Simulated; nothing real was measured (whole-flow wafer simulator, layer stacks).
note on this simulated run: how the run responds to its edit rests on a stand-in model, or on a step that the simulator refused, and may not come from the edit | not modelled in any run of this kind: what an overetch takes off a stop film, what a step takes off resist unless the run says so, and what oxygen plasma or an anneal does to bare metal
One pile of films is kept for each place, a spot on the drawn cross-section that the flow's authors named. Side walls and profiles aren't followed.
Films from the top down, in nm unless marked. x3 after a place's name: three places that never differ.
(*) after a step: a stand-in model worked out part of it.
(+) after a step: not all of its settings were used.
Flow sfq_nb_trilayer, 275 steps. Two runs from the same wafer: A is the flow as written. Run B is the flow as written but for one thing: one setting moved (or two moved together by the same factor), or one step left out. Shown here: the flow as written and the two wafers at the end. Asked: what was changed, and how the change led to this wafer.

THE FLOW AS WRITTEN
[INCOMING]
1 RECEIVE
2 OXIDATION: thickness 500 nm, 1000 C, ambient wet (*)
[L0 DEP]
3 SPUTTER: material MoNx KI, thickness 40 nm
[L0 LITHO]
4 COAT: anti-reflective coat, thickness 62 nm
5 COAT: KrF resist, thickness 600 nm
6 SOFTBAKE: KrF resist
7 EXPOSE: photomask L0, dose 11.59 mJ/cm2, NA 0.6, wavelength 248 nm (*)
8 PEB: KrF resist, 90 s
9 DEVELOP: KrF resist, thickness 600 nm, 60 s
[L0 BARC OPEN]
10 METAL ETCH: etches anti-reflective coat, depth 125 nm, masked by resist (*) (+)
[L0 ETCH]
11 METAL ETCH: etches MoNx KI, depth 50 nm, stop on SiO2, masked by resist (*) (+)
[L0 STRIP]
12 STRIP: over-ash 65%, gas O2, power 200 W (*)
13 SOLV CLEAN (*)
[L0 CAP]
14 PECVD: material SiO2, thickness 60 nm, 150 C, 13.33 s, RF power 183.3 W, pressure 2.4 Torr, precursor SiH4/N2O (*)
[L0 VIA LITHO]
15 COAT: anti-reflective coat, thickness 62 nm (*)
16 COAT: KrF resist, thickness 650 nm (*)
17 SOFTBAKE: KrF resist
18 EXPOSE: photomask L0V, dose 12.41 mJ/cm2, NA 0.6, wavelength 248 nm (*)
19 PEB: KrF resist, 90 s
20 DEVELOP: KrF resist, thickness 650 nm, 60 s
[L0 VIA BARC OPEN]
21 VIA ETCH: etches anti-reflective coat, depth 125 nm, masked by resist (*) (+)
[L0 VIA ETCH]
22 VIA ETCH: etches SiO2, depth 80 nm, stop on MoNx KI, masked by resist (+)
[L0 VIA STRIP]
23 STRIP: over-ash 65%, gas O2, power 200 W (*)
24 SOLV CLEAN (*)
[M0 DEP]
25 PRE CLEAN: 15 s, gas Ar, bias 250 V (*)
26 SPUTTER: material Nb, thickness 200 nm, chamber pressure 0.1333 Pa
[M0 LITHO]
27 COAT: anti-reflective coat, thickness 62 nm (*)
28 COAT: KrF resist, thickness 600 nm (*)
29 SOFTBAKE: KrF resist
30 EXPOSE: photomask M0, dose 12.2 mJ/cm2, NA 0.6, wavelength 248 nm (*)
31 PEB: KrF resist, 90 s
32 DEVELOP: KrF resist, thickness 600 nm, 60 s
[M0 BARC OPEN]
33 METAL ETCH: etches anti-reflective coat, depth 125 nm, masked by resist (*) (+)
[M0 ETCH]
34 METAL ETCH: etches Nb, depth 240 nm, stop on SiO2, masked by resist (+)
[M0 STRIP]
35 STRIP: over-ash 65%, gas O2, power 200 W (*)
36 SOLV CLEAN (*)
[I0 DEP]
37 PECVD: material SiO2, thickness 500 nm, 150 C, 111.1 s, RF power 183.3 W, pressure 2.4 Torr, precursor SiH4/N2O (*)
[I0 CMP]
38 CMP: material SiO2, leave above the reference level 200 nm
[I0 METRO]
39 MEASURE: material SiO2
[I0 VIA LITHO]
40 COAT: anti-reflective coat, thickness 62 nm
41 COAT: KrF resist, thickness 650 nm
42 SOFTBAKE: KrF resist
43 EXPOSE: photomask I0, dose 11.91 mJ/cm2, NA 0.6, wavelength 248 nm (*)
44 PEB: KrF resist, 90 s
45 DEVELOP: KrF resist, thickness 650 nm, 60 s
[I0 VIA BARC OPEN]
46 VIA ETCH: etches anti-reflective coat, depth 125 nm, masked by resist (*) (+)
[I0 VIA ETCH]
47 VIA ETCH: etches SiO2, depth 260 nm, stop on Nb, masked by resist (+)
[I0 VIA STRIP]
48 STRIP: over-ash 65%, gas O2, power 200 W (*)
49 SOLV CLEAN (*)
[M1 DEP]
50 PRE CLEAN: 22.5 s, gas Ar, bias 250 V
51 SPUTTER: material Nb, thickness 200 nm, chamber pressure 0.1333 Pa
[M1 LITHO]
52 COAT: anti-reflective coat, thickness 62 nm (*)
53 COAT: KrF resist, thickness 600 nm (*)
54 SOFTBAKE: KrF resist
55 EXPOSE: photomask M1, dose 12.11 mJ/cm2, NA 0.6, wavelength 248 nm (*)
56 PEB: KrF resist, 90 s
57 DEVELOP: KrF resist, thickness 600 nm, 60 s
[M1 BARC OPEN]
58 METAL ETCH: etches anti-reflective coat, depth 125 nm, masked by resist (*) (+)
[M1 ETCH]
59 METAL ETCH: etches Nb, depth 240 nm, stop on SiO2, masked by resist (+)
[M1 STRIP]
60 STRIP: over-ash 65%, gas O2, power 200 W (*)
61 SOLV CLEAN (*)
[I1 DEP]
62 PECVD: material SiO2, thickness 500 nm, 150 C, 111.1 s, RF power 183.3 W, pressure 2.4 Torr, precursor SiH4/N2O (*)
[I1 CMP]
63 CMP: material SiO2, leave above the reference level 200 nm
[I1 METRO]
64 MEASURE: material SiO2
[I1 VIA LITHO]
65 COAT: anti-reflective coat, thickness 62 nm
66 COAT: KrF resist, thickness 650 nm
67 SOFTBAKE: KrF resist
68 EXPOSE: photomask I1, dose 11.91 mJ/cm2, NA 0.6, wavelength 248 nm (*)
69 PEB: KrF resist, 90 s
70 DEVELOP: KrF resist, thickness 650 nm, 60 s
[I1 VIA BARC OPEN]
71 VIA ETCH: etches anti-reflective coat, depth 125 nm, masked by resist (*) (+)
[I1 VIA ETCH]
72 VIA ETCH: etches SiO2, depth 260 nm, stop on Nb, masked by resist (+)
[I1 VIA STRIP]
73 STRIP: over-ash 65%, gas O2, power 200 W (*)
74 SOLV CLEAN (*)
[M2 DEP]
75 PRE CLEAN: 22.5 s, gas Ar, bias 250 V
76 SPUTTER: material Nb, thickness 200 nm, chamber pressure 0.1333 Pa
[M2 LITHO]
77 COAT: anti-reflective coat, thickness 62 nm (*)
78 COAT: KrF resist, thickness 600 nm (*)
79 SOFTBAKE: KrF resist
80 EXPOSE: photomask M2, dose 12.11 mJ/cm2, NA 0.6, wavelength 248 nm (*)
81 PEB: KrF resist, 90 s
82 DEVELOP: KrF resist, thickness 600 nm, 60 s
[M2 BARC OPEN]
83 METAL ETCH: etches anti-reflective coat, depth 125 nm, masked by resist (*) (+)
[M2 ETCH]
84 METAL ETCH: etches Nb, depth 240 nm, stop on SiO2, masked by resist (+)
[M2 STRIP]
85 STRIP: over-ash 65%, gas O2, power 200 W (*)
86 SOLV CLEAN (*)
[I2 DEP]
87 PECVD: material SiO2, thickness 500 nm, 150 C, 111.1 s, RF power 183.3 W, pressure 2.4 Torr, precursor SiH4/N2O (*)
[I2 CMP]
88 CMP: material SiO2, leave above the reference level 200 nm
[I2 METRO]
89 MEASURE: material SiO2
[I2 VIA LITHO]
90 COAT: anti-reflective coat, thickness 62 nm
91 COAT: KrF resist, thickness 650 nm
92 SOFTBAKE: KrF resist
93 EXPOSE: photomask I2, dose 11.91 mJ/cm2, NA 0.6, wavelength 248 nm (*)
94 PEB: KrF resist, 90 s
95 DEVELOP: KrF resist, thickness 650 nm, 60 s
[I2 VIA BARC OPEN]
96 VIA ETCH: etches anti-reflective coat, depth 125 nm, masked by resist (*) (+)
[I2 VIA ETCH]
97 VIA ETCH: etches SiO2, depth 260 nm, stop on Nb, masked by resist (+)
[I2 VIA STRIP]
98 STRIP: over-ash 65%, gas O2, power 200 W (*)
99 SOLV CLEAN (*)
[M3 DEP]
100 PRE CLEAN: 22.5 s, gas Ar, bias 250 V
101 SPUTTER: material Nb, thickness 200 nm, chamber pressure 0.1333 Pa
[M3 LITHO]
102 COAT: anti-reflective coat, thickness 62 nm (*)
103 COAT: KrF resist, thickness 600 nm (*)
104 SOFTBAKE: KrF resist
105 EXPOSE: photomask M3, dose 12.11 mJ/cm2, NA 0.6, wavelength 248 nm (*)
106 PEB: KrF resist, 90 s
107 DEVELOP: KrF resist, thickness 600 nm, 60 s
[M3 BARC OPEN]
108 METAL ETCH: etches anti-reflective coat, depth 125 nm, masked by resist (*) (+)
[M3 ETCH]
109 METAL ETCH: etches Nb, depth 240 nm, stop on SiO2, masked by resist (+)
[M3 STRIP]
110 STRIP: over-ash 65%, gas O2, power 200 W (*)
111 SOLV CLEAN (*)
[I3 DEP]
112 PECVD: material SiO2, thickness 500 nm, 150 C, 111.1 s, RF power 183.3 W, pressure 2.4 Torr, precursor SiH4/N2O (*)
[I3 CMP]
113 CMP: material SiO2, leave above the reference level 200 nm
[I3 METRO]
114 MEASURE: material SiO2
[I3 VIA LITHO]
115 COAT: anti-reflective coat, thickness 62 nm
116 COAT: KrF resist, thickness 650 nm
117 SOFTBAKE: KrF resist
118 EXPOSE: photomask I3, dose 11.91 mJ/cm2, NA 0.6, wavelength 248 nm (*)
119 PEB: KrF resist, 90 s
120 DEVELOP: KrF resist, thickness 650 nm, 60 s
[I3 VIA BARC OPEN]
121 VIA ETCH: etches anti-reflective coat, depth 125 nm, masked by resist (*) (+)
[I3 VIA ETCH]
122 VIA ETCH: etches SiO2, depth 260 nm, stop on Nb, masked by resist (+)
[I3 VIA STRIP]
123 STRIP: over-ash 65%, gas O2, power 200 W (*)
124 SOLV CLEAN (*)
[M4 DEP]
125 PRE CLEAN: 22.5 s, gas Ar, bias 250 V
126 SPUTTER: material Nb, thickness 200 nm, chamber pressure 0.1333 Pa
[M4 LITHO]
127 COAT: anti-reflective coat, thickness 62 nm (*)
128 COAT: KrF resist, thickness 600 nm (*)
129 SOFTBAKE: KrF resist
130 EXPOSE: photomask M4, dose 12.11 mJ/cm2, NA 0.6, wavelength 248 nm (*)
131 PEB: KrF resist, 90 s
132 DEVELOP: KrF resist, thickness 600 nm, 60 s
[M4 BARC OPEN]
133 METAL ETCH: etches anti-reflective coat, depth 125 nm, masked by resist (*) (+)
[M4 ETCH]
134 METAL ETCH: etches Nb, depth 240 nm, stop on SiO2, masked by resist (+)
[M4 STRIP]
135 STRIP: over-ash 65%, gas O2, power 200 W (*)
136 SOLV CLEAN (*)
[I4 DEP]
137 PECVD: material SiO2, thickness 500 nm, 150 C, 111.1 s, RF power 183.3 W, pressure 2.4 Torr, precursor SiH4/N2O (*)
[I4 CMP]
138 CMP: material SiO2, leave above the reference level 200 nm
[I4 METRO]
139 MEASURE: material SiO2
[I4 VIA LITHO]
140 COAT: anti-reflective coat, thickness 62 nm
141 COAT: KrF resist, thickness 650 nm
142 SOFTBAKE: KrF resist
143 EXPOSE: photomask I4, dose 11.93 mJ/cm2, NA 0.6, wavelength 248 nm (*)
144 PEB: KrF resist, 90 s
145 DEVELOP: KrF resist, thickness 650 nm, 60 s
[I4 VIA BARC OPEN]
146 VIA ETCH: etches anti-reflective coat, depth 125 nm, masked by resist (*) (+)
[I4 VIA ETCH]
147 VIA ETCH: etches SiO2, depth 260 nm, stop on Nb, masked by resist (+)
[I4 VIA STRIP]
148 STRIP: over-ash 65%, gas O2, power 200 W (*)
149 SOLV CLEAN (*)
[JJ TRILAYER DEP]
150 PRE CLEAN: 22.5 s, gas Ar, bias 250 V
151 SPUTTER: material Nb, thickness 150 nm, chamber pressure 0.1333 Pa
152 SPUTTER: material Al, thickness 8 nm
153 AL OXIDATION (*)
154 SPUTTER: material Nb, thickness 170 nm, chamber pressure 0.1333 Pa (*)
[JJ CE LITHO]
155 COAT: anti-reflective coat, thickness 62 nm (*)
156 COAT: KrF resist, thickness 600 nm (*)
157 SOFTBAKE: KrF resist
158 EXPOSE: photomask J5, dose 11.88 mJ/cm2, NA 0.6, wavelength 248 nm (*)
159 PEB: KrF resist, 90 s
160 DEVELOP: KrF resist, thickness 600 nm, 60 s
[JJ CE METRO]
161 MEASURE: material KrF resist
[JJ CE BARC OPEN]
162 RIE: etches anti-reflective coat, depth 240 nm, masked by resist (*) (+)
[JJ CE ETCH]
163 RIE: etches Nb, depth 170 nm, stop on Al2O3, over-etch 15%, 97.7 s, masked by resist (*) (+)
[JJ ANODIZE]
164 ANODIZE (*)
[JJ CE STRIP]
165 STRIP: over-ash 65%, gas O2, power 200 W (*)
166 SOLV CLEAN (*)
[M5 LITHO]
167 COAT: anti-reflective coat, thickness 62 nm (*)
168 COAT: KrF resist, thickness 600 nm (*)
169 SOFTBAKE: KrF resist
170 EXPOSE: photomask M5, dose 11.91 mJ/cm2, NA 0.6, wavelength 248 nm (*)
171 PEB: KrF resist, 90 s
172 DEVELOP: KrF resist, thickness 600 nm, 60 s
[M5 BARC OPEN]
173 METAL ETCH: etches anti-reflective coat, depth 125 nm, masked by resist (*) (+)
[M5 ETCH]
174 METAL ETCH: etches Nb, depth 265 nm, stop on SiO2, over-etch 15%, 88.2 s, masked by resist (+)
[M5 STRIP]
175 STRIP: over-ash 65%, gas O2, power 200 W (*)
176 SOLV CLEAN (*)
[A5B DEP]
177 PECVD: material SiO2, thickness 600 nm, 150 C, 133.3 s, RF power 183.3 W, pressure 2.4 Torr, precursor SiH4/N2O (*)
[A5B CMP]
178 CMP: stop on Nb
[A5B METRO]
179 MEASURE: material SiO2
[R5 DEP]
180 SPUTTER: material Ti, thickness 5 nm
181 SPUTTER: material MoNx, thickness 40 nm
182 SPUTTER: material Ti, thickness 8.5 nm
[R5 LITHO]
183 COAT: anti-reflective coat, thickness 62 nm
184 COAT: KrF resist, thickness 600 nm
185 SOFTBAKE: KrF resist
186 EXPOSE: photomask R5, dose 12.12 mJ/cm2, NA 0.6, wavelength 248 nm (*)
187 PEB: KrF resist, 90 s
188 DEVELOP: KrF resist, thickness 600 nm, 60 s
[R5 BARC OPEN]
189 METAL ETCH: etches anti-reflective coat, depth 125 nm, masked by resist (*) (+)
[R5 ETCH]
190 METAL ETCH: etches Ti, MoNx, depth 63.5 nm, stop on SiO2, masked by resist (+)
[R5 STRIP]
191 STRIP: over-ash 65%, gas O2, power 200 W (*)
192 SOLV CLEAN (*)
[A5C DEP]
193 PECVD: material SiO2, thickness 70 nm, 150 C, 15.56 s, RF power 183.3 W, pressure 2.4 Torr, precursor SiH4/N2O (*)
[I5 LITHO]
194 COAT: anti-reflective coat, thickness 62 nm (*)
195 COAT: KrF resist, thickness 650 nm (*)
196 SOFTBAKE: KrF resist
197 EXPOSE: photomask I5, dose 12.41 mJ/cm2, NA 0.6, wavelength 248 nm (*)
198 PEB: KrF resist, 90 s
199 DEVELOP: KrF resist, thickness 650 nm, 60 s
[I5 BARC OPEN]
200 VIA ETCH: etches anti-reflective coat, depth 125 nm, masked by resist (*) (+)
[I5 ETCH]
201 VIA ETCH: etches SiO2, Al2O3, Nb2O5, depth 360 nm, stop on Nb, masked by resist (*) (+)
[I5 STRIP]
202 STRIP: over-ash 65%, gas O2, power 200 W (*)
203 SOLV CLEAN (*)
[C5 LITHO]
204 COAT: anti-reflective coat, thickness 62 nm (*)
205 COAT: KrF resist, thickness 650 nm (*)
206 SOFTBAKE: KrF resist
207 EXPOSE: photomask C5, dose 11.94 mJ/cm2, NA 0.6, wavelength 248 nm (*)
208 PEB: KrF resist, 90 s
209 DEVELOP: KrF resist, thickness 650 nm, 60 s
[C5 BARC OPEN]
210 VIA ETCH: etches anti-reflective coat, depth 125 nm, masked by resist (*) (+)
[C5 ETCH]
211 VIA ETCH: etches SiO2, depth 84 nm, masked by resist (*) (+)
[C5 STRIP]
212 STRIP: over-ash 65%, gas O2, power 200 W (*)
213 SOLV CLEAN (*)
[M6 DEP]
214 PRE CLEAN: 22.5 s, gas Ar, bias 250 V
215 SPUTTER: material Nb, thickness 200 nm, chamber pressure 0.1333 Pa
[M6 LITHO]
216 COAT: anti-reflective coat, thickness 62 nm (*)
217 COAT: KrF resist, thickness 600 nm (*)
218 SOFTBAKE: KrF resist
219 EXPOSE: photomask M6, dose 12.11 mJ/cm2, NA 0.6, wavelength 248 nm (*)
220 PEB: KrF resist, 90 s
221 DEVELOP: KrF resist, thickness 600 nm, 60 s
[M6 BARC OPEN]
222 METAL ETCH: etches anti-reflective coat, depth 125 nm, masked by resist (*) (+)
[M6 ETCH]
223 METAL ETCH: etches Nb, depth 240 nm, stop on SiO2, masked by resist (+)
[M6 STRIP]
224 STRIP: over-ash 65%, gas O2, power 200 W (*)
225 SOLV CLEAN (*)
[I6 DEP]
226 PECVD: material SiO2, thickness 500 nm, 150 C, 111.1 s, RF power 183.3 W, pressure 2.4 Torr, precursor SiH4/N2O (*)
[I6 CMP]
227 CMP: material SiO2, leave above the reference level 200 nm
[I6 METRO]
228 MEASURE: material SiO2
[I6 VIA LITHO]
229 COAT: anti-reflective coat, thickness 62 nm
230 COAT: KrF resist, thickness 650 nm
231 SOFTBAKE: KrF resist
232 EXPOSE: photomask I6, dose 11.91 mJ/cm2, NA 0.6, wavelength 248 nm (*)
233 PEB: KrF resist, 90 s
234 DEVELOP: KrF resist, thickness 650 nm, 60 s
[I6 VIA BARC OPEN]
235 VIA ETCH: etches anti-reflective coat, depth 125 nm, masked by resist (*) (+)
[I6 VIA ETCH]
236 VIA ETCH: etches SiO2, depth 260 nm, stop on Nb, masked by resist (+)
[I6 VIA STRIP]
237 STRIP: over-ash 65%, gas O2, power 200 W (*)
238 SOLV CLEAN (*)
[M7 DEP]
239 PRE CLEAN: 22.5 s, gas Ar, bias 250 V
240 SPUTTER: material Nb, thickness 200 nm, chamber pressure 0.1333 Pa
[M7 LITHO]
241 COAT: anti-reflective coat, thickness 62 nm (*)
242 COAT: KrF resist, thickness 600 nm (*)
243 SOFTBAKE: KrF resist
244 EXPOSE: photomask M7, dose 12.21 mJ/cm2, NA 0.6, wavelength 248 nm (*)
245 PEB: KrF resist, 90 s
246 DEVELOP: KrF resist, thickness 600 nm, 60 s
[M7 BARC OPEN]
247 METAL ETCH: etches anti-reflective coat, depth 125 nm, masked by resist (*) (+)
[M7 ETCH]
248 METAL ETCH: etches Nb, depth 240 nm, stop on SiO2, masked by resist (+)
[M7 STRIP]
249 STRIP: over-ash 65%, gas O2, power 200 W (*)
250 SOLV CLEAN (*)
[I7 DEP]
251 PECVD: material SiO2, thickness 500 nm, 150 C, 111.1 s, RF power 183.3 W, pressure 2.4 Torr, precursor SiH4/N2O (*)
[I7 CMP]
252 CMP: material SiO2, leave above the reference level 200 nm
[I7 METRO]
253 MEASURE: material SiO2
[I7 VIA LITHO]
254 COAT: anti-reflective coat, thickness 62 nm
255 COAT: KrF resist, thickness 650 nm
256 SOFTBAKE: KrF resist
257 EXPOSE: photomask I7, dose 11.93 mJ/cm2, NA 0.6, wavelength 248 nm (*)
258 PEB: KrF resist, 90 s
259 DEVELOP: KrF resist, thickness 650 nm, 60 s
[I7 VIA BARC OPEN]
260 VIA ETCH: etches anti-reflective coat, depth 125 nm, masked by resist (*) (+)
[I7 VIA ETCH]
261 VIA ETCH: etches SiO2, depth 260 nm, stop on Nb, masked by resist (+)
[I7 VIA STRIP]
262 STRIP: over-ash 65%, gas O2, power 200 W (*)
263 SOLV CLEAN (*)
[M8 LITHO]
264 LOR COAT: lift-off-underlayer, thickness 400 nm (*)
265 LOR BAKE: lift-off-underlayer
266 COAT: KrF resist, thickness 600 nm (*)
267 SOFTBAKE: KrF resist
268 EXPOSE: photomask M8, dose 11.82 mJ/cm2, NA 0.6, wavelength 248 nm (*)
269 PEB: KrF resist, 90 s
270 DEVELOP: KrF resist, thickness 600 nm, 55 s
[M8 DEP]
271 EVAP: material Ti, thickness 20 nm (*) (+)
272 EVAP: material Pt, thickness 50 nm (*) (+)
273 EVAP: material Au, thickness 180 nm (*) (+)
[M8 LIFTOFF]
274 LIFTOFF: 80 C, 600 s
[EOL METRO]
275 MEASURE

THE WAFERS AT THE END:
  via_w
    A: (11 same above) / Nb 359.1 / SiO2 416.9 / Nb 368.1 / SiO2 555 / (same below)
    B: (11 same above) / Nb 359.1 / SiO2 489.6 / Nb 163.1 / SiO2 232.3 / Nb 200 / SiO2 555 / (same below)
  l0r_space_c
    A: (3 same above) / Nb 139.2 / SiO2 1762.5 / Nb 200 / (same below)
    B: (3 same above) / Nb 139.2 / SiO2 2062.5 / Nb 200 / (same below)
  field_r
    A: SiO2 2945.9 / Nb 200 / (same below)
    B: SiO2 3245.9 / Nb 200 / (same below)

The cause: step 38, CMP: material SiO2, leave above the reference level 200 nm, was left out.

How the change led to this, step by step:
  40 COAT: anti-reflective coat, thickness 62 nm
      gap, jj_sur, ce_l, c5j, ce_r, lsp_l, ln_m5: A anti-reflective coat +62 (new film) | B anti-reflective coat +63.5 (new film)
      wire, lsp_m, ln_m6: A anti-reflective coat +62 (new film) | B anti-reflective coat +63.7 (new film)
      (and at 27 more places)
  41 COAT: KrF resist, thickness 650 nm
      m0r_line_l, m0r_line_r: A KrF resist +650 (new film) | B KrF resist +605.2 (new film)
      m0r_space_l, m0r_space_r: A KrF resist +650 (new film) | B KrF resist +682 (new film)
      (and at 4 more places)
  46 VIA ETCH: etches anti-reflective coat, depth 125 nm, masked by resist (*) (+)
      field_l, v_sur, via_wl and 102 more: A KrF resist -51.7 | B KrF resist -53.3
      via_w: A anti-reflective coat -62 (all of it), SiO2 -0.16 | B anti-reflective coat -64 (all of it), SiO2 -0.16
  47 VIA ETCH: etches SiO2, depth 260 nm, stop on Nb, masked by resist (+)
      via_w: A SiO2 -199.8 (all of it) | B SiO2 -260
  48 STRIP: over-ash 65%, gas O2, power 200 W (*)
      l0r_line_c, l0r_line_r: A KrF resist -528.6 (all of it), anti-reflective coat -62 (all of it) | B KrF resist -523.4 (all of it), anti-reflective coat -59.2 (all of it)
      m0r_line_l, m0r_line_r: A KrF resist -528.6 (all of it), anti-reflective coat -62 (all of it) | B KrF resist -482.2 (all of it), anti-reflective coat -48.1 (all of it)
      (and at 32 more places)
  50 PRE CLEAN: 22.5 s, gas Ar, bias 250 V
      via_w: A Nb -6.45 | B SiO2 -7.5
  51 SPUTTER: material Nb, thickness 200 nm, chamber pressure 0.1333 Pa
      via_w: A Nb +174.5 | B Nb +163.1 (new film)
      moat: A Nb +200 (new film) | B Nb +177.8 (new film)
      (and at 1 more place)
  52 COAT: anti-reflective coat, thickness 62 nm (*)
      jj_sur, ce_l, c5j, ce_r, sp_r, be_r: A anti-reflective coat +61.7 (new film) | B anti-reflective coat +63.1 (new film)
      be_sur, gap: A anti-reflective coat +61.6 (new film) | B anti-reflective coat +63.1 (new film)
      (and at 25 more places)
  53 COAT: KrF resist, thickness 600 nm (*)
      m0r_line_l, m0r_line_r: A KrF resist +600 (new film) | B KrF resist +556 (new film)
      m0r_space_l, m0r_space_r: A KrF resist +600 (new film) | B KrF resist +631.5 (new film)
      (and at 6 more places)
  57 DEVELOP: KrF resist, thickness 600 nm, 60 s
      m0r_line_l, m0r_line_r: A KrF resist -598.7 (all of it) | B KrF resist -554.8 (all of it)
      m0r_space_l, m0r_space_r: A KrF resist -598.7 (all of it) | B KrF resist -630.1 (all of it)
      (and at 5 more places)
  58 METAL ETCH: etches anti-reflective coat, depth 125 nm, masked by resist (*) (+)
      moat: A anti-reflective coat -61.8 (all of it) | B anti-reflective coat -125
      v_sur, via_wl, via_w and 21 more: A KrF resist -51.7 | B KrF resist -69.4
      (and at 26 more places)
  59 METAL ETCH: etches Nb, depth 240 nm, stop on SiO2, masked by resist (+)
      moat: A Nb -200 (all of it) | B anti-reflective coat -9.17 (all of it), Nb -177.8 (all of it)
      l0v: A Nb -200 (all of it) | B Nb -195 (all of it)
  60 STRIP: over-ash 65%, gas O2, power 200 W (*)
      wl_j_sl, wl_jj, wl_j_sr and 13 more: A KrF resist -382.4 (all of it), anti-reflective coat -62 (all of it) | B KrF resist -364.6 (all of it), anti-reflective coat -62 (all of it)
      v_sur: A KrF resist -365.9 (all of it), anti-reflective coat -61.1 (all of it) | B KrF resist -352.9 (all of it), anti-reflective coat -70.4 (all of it)
      (and at 7 more places)
  62 PECVD: material SiO2, thickness 500 nm, 150 C, 111.1 s, RF power 183.3 W, pressure 2.4 Torr, precursor SiH4/N2O (*)
      via_w: A SiO2 +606 (new film) | B SiO2 +678.7 (new film)
  63 CMP: material SiO2, leave above the reference level 200 nm
      moat, m0r_space_l, m0r_space_r: A SiO2 -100 | B nothing
      field_l, l0r_line_l, l0r_line_c, l0r_line_r: A SiO2 -100 | B SiO2 -140
      (and at 2 more places)
  65 COAT: anti-reflective coat, thickness 62 nm
      m0r_line_l, m0r_line_r: A anti-reflective coat +62 (new film) | B anti-reflective coat +55.1 (new film)
      m0r_space_l, m0r_space_r: A anti-reflective coat +62 (new film) | B anti-reflective coat +81 (new film)
      (and at 3 more places)
  ... 6 more steps ...
  88 CMP: material SiO2, leave above the reference level 200 nm
      moat, m0r_space_l, m0r_space_r: A SiO2 -100 | B SiO2 -57.1
Counting metal films that touch as one body, via_w has 6 bodies (between them, from the top down: SiO2 192.5; SiO2 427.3 / Al2O3 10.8 / Nb2O5 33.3; SiO2 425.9; SiO2 489.6; SiO2 232.3); the flow as written gives 5 bodies (between them, from the top down: SiO2 192.5; SiO2 427.3 / Al2O3 10.8 / Nb2O5 33.3; SiO2 425.9; SiO2 416.9).
